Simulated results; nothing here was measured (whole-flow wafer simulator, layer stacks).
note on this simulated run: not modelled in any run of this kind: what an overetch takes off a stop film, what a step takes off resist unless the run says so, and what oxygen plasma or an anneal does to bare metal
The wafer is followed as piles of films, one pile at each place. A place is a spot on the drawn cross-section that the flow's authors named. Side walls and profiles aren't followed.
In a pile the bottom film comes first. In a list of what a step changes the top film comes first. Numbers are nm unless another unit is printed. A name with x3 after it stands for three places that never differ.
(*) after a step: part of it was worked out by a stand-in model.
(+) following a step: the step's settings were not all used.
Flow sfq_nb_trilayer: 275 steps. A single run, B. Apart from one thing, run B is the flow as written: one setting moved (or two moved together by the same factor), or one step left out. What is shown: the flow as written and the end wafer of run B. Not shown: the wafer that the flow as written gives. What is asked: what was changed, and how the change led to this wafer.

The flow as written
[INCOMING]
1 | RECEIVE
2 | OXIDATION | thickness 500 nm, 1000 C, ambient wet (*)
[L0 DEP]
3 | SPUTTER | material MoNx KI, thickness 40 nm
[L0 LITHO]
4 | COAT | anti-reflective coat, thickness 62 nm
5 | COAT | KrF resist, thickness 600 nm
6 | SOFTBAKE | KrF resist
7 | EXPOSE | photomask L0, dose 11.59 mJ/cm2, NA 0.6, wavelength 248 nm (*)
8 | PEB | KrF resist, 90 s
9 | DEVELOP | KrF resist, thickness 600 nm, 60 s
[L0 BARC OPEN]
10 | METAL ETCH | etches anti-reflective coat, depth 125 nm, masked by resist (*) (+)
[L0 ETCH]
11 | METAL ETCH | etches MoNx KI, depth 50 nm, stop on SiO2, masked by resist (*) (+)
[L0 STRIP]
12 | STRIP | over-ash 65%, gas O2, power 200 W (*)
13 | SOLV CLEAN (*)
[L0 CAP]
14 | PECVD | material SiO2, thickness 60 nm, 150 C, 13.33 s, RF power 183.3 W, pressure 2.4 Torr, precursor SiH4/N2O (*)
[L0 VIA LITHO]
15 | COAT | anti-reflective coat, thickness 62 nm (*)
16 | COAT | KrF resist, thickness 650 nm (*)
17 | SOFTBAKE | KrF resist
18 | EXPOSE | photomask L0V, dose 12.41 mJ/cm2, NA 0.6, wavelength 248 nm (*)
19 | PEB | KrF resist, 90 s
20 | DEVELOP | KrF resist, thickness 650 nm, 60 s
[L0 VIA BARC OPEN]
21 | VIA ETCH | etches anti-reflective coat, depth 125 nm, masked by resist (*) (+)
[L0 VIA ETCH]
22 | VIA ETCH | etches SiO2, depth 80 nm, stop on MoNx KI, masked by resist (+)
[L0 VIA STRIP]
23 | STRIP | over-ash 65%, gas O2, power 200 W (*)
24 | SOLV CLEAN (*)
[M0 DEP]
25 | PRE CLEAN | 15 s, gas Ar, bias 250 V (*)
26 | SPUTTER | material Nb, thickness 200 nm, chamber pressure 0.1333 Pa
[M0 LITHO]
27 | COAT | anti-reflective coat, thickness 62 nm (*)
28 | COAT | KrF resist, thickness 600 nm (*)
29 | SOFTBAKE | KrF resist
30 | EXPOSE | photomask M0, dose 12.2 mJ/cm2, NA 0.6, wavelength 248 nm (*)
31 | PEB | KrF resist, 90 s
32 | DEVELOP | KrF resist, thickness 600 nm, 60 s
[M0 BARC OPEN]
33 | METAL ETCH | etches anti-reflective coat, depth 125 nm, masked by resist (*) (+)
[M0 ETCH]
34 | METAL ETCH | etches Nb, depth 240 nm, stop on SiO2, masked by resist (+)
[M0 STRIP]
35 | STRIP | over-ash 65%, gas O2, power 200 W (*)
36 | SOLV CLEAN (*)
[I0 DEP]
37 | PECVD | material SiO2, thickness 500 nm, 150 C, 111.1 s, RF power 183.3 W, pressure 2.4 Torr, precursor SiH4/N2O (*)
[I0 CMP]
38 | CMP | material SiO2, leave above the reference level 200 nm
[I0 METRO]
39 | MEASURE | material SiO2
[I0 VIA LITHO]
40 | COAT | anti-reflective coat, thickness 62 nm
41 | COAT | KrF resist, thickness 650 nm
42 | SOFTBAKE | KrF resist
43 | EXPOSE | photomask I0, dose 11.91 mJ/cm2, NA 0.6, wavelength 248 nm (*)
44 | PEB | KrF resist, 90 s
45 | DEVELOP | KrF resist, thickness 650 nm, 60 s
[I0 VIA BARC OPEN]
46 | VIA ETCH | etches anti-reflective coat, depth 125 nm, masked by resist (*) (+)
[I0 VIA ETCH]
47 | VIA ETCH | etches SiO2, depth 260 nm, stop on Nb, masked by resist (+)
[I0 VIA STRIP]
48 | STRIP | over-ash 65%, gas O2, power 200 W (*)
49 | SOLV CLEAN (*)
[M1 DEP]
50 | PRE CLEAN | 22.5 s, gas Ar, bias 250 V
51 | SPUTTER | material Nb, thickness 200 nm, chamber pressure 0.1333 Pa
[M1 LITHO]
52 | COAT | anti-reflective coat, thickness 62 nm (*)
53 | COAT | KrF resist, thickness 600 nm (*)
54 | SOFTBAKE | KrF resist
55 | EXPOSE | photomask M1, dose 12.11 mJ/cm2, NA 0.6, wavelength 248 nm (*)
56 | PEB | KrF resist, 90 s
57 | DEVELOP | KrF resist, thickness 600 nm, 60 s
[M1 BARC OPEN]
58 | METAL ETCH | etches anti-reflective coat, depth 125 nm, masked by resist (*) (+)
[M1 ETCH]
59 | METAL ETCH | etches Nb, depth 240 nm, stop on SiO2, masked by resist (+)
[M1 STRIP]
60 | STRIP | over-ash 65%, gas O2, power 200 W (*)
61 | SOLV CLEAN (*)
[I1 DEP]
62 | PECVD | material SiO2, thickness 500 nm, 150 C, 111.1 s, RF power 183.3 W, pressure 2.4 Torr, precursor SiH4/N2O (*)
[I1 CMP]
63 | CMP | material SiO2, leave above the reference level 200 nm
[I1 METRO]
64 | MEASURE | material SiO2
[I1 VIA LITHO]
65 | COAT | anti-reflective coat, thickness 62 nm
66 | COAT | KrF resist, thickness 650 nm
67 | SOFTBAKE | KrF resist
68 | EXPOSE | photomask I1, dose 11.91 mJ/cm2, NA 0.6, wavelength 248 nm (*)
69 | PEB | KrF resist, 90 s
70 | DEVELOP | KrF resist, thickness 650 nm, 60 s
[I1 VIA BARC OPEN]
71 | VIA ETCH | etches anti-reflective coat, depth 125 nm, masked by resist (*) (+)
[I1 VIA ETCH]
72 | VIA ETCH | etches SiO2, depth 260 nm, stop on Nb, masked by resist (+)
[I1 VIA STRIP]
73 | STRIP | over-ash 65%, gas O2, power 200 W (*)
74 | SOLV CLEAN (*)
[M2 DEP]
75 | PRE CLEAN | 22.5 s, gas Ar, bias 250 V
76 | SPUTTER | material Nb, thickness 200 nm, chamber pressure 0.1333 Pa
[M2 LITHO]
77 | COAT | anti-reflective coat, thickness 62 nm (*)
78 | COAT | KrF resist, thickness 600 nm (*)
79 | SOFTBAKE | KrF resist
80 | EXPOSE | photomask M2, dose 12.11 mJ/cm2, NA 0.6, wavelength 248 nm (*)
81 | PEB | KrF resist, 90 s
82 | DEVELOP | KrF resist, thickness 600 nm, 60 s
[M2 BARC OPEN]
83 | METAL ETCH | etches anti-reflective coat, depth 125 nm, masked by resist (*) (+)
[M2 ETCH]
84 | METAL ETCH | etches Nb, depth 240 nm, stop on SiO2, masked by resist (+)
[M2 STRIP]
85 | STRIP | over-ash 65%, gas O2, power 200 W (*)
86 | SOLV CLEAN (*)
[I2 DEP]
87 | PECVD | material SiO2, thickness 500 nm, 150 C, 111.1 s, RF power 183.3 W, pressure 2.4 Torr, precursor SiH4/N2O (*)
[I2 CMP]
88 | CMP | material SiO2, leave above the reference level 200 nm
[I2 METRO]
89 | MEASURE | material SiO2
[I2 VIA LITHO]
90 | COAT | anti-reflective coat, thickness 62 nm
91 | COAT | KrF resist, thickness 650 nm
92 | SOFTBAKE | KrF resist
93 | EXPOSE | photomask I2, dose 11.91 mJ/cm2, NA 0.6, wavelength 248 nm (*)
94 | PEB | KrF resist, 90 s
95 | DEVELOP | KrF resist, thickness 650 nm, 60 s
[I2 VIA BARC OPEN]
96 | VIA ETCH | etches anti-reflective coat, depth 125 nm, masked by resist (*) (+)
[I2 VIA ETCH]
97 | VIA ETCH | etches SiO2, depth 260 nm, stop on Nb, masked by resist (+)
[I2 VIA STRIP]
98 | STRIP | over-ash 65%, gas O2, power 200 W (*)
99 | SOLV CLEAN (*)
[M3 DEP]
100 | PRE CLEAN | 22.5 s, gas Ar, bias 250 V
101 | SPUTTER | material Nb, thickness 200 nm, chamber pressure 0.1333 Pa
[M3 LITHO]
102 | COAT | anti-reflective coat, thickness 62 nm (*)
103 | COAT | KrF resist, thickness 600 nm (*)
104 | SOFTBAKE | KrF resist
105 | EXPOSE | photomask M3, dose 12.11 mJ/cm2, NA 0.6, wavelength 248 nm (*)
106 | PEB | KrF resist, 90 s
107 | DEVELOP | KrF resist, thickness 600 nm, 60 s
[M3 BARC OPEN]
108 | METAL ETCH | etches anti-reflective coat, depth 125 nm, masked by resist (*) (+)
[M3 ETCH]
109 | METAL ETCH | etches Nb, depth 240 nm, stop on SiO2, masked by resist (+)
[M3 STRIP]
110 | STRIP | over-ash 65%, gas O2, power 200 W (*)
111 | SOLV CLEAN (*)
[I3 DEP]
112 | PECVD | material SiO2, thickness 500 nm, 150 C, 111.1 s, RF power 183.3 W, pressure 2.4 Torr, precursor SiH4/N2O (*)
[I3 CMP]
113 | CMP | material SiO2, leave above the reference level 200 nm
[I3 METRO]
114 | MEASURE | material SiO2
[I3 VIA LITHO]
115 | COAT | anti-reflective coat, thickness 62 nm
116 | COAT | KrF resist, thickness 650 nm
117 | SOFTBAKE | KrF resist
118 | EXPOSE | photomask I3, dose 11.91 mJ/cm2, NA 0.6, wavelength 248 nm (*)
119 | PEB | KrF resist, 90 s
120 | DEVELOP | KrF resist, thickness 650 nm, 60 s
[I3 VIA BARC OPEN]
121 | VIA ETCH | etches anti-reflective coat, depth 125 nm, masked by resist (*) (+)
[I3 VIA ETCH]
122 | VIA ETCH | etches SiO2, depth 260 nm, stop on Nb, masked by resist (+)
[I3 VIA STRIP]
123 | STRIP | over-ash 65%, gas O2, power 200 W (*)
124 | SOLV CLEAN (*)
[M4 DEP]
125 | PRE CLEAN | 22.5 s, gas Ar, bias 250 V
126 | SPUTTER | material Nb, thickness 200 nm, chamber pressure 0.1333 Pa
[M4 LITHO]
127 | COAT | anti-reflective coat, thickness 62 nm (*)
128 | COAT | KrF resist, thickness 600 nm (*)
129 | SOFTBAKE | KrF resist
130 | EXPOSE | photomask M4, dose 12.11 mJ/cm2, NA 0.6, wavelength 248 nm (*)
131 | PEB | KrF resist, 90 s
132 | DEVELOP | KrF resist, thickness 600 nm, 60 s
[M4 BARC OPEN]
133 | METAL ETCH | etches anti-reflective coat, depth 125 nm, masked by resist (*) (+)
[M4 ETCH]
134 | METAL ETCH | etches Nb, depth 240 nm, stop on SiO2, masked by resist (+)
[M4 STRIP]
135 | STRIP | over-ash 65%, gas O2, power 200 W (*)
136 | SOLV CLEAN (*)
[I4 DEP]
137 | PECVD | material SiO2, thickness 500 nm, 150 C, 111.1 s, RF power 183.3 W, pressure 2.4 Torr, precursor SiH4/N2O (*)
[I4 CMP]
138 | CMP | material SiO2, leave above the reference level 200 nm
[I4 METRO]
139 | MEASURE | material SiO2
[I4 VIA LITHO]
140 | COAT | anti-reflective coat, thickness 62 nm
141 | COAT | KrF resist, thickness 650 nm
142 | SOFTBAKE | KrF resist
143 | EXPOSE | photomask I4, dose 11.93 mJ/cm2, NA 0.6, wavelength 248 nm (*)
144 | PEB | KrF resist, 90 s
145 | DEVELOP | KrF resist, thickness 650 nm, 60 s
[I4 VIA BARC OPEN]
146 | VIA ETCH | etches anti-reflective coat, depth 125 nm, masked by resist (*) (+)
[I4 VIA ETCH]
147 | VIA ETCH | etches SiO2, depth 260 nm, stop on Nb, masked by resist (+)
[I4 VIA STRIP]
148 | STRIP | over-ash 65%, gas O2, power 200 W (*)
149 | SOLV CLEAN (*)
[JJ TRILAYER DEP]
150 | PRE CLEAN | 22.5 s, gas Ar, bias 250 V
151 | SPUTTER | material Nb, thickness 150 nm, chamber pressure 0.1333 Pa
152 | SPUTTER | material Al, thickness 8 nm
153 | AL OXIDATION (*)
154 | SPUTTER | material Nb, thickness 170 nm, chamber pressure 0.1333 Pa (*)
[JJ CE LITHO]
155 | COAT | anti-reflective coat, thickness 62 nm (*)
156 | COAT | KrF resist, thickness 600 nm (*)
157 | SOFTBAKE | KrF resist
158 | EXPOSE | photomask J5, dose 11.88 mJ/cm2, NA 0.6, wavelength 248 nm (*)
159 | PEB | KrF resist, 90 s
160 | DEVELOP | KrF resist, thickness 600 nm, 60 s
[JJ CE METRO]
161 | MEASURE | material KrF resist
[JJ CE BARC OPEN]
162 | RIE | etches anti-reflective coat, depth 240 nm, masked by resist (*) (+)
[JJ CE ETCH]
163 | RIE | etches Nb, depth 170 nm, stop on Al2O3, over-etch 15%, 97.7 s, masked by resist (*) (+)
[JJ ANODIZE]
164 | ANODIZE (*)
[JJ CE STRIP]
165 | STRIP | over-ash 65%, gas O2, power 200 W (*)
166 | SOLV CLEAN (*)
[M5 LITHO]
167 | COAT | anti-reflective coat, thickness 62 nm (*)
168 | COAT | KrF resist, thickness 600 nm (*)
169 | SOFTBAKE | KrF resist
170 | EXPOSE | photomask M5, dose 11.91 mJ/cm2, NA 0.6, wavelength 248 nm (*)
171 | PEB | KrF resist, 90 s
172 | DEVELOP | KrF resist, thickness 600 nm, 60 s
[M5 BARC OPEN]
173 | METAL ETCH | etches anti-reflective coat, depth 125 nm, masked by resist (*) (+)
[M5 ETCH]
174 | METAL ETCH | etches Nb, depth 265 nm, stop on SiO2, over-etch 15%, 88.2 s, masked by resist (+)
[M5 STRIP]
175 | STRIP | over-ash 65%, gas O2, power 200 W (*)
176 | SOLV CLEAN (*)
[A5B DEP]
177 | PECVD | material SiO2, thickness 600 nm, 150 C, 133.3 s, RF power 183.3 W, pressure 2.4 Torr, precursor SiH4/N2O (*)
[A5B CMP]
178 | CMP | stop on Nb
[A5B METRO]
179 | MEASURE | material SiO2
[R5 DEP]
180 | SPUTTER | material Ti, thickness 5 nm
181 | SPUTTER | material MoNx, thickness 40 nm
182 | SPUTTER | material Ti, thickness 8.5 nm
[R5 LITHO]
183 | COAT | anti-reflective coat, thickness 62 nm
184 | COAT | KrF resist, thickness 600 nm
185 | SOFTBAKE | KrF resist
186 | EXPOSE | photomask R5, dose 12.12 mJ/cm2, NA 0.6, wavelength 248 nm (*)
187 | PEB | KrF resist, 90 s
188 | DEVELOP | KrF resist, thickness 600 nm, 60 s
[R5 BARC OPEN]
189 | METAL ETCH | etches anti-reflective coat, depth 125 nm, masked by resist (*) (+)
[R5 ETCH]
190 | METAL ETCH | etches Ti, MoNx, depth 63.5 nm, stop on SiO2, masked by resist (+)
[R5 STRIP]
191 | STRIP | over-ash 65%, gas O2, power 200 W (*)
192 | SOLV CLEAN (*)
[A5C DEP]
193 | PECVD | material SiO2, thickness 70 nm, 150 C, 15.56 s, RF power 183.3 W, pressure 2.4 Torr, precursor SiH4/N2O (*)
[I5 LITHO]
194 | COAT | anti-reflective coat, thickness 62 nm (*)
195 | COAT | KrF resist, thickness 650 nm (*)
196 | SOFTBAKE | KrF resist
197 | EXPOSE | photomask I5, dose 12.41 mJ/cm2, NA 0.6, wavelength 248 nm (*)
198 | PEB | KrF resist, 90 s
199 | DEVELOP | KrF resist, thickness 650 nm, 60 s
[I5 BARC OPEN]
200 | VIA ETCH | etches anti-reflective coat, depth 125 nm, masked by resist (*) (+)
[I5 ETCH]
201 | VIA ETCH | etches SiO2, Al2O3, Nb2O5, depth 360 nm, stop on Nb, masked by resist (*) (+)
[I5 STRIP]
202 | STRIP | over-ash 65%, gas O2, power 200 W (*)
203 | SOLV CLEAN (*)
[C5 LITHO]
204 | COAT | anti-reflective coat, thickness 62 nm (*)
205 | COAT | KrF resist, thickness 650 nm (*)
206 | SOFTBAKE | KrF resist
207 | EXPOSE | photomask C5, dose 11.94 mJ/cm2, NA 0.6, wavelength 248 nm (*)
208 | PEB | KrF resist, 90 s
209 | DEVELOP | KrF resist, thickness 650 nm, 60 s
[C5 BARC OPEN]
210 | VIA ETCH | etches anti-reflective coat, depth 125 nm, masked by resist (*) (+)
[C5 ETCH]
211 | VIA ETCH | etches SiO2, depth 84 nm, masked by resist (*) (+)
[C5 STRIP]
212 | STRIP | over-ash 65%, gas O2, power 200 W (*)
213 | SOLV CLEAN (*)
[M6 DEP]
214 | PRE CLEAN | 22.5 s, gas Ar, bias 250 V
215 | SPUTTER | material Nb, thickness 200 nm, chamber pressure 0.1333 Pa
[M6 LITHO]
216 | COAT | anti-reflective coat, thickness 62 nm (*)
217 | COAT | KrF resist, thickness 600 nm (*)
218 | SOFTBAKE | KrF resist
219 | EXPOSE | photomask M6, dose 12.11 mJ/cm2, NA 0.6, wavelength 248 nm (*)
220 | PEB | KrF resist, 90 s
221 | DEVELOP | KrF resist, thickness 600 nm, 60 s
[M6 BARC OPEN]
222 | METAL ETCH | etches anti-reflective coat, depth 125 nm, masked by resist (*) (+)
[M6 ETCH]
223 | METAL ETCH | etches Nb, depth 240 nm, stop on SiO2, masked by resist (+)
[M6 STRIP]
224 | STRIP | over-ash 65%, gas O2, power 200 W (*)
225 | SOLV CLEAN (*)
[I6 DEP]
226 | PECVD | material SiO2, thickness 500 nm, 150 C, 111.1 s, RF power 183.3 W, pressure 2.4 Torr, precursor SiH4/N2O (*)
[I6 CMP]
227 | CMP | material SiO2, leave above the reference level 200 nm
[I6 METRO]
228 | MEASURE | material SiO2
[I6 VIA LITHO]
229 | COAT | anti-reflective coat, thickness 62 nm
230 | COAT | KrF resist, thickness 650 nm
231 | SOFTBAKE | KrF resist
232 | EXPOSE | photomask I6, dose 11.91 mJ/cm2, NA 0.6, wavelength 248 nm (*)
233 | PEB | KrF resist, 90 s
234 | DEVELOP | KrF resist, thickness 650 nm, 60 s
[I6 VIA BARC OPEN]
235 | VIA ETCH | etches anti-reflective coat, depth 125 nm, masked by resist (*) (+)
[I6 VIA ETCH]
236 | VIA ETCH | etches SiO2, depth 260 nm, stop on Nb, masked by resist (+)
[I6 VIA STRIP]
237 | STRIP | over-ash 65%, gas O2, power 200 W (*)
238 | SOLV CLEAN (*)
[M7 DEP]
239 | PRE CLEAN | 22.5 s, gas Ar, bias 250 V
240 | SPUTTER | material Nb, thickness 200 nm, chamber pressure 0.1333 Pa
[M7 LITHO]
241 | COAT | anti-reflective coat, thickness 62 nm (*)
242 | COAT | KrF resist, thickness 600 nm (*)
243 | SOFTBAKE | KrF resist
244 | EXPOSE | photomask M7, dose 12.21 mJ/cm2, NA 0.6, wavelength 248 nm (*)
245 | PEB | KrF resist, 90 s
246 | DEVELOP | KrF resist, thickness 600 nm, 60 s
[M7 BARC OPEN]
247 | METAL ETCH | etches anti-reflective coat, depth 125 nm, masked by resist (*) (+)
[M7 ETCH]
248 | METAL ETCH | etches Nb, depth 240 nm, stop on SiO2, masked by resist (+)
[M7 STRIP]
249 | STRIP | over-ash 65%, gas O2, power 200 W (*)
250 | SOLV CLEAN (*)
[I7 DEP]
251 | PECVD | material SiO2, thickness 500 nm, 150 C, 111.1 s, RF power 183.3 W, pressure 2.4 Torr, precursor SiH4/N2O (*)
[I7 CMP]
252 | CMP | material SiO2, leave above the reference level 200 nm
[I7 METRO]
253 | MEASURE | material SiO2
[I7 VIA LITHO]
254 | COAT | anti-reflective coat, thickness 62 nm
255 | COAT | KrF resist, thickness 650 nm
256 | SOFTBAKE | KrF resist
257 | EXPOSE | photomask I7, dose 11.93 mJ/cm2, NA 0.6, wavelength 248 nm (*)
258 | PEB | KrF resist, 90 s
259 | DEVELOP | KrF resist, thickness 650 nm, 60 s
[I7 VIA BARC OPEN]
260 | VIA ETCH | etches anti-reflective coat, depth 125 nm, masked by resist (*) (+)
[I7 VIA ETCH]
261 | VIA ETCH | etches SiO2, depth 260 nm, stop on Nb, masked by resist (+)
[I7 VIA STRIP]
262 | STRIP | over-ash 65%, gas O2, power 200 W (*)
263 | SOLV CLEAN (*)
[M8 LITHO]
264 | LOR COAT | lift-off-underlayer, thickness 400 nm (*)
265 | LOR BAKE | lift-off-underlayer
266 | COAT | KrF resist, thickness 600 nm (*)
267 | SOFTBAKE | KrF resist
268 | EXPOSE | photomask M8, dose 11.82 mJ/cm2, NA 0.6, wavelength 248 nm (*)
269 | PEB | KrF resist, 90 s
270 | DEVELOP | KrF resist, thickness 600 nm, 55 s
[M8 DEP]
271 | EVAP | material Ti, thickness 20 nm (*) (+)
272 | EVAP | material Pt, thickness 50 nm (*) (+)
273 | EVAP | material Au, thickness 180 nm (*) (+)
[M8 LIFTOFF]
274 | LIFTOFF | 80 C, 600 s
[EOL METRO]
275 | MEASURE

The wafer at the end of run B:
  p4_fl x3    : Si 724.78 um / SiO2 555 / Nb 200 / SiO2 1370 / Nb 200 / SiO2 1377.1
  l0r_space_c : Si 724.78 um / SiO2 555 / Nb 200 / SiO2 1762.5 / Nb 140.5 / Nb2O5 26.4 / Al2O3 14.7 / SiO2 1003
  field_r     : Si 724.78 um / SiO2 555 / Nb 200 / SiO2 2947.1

Cause: step 152, SPUTTER: thickness 9.2 nm was run, whereas the flow has thickness 8 nm.

The path from the change to this, step by step:
  152 | SPUTTER | material Al, thickness 8 nm
      field_l, v_sur, via_sp and 100 more: Al gains 9.2 (new film) (it would be, as written: Al gains 8 (new film))
      via_wl, via_wr: Al gains 5.91 (new film) (it would be, as written: Al gains 5.14 (new film))
      (also at 1 further place)
  164 | ANODIZE (*)
      field_l, v_sur, via_sp and 96 more: Al2O3 gains 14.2, Nb2O5 gains 26.4 (new film), Al loses 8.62 (all of it), Nb loses 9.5 (it would be, as written: Al2O3 gains 12.2, Nb2O5 gains 29.9 (new film), Al loses 7.42 (all of it), Nb loses 10.8)
      via_wl, via_wr: Al2O3 gains 8.79 (new film), Nb2O5 gains 36.9 (new film), Al loses 5.33 (all of it), Nb loses 13.3 (it would be, as written: Al2O3 gains 7.52 (new film), Nb2O5 gains 39.2 (new film), Al loses 4.56 (all of it), Nb loses 14.1)
      (also at 1 further place)
  167 | COAT | anti-reflective coat, thickness 62 nm (*)
      ce_l: anti-reflective coat gains 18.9 (new film) (it would be, as written: anti-reflective coat gains 19.6 (new film))
      ce_r: anti-reflective coat gains 18.9 (new film) (it would be, as written: anti-reflective coat gains 19.7 (new film))
  174 | METAL ETCH | etches Nb, depth 265 nm, stop on SiO2, over-etch 15%, 88.2 s, masked by resist (+)
      field_l, r_sur, res and 50 more: Al2O3 loses 14.6 (all of it), Nb2O5 loses 26.4 (all of it), Nb loses 140.5 (all of it), SiO2 loses 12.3 (it would be, as written: Al2O3 loses 12.6 (all of it), Nb2O5 loses 29.9 (all of it), Nb loses 139.2 (all of it), SiO2 loses 12.3)
  175 | STRIP | over-ash 65%, gas O2, power 200 W (*)
      ce_l: KrF resist loses 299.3 (all of it), anti-reflective coat loses 18.9 (all of it) (it would be, as written: KrF resist loses 299.6 (all of it), anti-reflective coat loses 19.6 (all of it))
      ce_r: KrF resist loses 299.5 (all of it), anti-reflective coat loses 18.9 (all of it) (it would be, as written: KrF resist loses 299.9 (all of it), anti-reflective coat loses 19.7 (all of it))
  201 | VIA ETCH | etches SiO2, Al2O3, Nb2O5, depth 360 nm, stop on Nb, masked by resist (*) (+)
      be: SiO2 loses 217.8 (all of it), Al2O3 loses 14.7 (all of it), Nb2O5 loses 26.4 (all of it) (it would be, as written: SiO2 loses 216.4 (all of it), Al2O3 loses 12.7 (all of it), Nb2O5 loses 29.9 (all of it))
